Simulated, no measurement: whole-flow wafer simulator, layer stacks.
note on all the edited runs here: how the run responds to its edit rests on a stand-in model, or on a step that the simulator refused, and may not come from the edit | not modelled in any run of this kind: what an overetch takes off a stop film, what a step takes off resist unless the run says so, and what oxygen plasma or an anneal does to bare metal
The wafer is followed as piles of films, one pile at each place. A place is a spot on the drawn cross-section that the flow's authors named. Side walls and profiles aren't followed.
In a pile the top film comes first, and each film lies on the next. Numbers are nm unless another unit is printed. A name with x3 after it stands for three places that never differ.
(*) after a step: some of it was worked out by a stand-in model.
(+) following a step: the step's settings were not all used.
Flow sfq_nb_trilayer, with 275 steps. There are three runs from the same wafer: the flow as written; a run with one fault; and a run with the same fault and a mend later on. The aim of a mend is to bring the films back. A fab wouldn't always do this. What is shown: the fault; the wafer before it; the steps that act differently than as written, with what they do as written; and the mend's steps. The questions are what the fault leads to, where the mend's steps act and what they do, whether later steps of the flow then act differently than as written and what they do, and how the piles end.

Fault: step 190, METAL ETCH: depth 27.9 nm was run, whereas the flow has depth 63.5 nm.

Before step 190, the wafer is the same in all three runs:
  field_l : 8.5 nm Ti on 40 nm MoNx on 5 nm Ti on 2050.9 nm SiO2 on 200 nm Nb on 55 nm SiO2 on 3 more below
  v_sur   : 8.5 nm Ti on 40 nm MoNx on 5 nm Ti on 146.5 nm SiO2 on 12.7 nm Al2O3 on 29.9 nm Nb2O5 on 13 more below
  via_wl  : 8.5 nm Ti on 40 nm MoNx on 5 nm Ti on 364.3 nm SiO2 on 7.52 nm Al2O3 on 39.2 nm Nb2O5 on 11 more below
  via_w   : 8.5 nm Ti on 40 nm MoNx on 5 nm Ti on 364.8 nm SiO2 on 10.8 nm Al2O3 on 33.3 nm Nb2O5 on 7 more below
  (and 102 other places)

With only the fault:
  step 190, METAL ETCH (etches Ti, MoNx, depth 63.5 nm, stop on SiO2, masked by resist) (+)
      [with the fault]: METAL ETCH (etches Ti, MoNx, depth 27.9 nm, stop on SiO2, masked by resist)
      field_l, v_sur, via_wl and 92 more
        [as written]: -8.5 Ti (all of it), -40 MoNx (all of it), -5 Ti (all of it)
        [with the fault]: -8.5 Ti (all of it), -19.4 MoNx
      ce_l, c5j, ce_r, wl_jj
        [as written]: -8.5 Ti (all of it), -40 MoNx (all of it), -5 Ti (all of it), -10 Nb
        [with the fault]: -8.5 Ti (all of it), -19.4 MoNx
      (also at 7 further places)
  Later steps of the flow acting differently than as written (not shown: 8 more steps that differ only slightly, by at most 2% or 0.5 nm, whichever is larger):
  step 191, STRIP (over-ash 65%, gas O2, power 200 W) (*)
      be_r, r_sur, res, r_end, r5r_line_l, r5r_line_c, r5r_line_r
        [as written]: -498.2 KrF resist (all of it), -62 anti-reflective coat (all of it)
        [with the fault]: -512.4 KrF resist (all of it), -62 anti-reflective coat (all of it)
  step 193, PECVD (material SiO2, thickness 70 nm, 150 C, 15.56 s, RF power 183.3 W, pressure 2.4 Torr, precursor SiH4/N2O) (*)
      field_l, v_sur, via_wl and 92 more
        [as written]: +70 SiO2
        [with the fault]: +70 SiO2 (new film)
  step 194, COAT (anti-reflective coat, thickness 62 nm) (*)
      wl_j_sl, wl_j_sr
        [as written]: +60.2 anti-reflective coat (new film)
        [with the fault]: +62 anti-reflective coat (new film)
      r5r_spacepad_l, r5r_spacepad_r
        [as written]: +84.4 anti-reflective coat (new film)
        [with the fault]: +73.4 anti-reflective coat (new film)
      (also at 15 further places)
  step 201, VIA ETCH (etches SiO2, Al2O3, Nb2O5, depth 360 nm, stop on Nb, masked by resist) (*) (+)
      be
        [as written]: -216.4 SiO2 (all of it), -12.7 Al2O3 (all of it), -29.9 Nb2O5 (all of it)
        [with the fault]: -69.8 SiO2 (all of it), -20.6 MoNx (all of it), -5 Ti (all of it), -146.5 SiO2 (all of it), -12.7 Al2O3 (all of it), -29.9 Nb2O5 (all of it)
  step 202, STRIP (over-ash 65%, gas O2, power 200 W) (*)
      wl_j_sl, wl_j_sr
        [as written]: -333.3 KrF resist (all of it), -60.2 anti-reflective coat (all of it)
        [with the fault]: -333.3 KrF resist (all of it), -62 anti-reflective coat (all of it)
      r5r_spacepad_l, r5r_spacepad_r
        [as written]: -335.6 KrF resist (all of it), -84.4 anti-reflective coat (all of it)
        [with the fault]: -334.5 KrF resist (all of it), -73.4 anti-reflective coat (all of it)
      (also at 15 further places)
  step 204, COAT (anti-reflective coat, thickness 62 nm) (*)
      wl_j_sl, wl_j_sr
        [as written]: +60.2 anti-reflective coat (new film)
        [with the fault]: +62 anti-reflective coat (new film)
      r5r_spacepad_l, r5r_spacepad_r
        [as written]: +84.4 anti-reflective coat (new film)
        [with the fault]: +73.4 anti-reflective coat (new film)
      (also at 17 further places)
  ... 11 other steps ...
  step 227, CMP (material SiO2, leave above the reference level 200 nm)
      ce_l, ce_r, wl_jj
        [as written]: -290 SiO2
        [with the fault]: -300 SiO2
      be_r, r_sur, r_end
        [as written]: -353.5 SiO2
        [with the fault]: -327.9 SiO2
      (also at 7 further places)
  The piles end different from the flow's at field_l, v_sur, via_wl and 103 more by more than 2% or 0.5 nm, whichever is larger.
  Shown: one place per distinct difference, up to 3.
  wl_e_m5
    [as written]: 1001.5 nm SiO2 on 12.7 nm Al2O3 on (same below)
    [with the fault]: 855 nm SiO2 on 20.6 nm MoNx on 5 nm Ti on 146.5 nm SiO2 on 12.7 nm Al2O3 on (same below)
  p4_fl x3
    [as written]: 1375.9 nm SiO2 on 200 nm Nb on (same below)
    [with the fault]: 855 nm SiO2 on 20.6 nm MoNx on 5 nm Ti on 520.9 nm SiO2 on 200 nm Nb on (same below)
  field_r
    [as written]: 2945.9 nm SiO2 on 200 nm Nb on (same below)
    [with the fault]: 855 nm SiO2 on 20.6 nm MoNx on 5 nm Ti on 2090.9 nm SiO2 on 200 nm Nb on (same below)

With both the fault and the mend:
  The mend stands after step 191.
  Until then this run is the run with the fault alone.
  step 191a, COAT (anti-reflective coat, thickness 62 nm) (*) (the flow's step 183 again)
      p4_fl x3, p4_w1 x9, p4_g1 x2 and 57 more
        +62 anti-reflective coat (new film)
      via_v, wire, be, be_sur, lsp_m, ln_m6, lsp_r, l0_sur
        +62.2 anti-reflective coat (new film)
      field_l, v_sur, via_wl, via_w, via_wr, via_sp, l0v
        +62.1 anti-reflective coat (new film)
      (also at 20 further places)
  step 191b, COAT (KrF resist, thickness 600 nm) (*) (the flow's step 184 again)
      p4_fl x3, p4_w1 x9, p4_g1 x2 and 57 more
        +600 KrF resist (new film)
      via_w, via_wr, via_sp, l0_sur, l0v
        +600.4 KrF resist (new film)
      field_l, v_sur, via_wl
        +600.3 KrF resist (new film)
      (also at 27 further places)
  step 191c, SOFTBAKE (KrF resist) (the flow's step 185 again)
      does not change any film at any place that is followed
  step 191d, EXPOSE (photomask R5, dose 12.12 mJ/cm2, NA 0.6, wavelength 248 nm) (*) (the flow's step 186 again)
      does not change any film at any place that is followed
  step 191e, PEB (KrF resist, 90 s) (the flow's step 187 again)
      field_l, v_sur, via_wl and 81 more
        -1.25 KrF resist
      be_sur, gap, jj_sur and 12 more
        -1.26 KrF resist
      be_r, r_sur, res, r_end
        -1.23 KrF resist
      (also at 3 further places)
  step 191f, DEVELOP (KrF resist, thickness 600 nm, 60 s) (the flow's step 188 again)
      p4_fl x3, p4_w1 x9, p4_g1 x2 and 57 more
        -598.7 KrF resist (all of it)
      be_r, r_sur, res, r_end, r5r_line_l, r5r_line_c, r5r_line_r
        -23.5 KrF resist
      v_sur, via_wl, via_w, via_wr, l0v
        -599.1 KrF resist (all of it)
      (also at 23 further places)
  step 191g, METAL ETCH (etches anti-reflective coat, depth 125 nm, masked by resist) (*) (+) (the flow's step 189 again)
      p4_fl x3, p4_w1 x9, p4_g1 x2 and 57 more
        -62 anti-reflective coat (all of it)
      via_v, wire, be, be_sur, lsp_m, ln_m6, lsp_r, l0_sur
        -62.2 anti-reflective coat (all of it)
      field_l, v_sur, via_wl, via_w, via_wr, via_sp, l0v
        -62.1 anti-reflective coat (all of it)
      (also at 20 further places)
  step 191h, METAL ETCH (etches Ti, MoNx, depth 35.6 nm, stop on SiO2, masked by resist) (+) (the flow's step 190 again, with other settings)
      field_l, v_sur, via_wl and 92 more
        -20.6 MoNx (all of it), -5 Ti (all of it)
      be_r, r_sur, res, r_end, r5r_line_l, r5r_line_c, r5r_line_r
        -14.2 KrF resist
      ce_l, c5j, ce_r, wl_jj
        -20.6 MoNx (all of it), -5 Ti (all of it), -10 Nb
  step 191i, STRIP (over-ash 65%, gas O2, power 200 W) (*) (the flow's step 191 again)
      r5r_line_l, r5r_line_c, r5r_line_r
        -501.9 KrF resist (all of it), -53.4 anti-reflective coat (all of it)
      be_r
        -497.9 KrF resist (all of it), -57.1 anti-reflective coat (all of it)
      r_sur
        -497.7 KrF resist (all of it), -59.5 anti-reflective coat (all of it)
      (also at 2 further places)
  Later steps of the flow that are run all act as written at every place that is followed.
  By the end, the piles equal the flow's at every place that both follow.
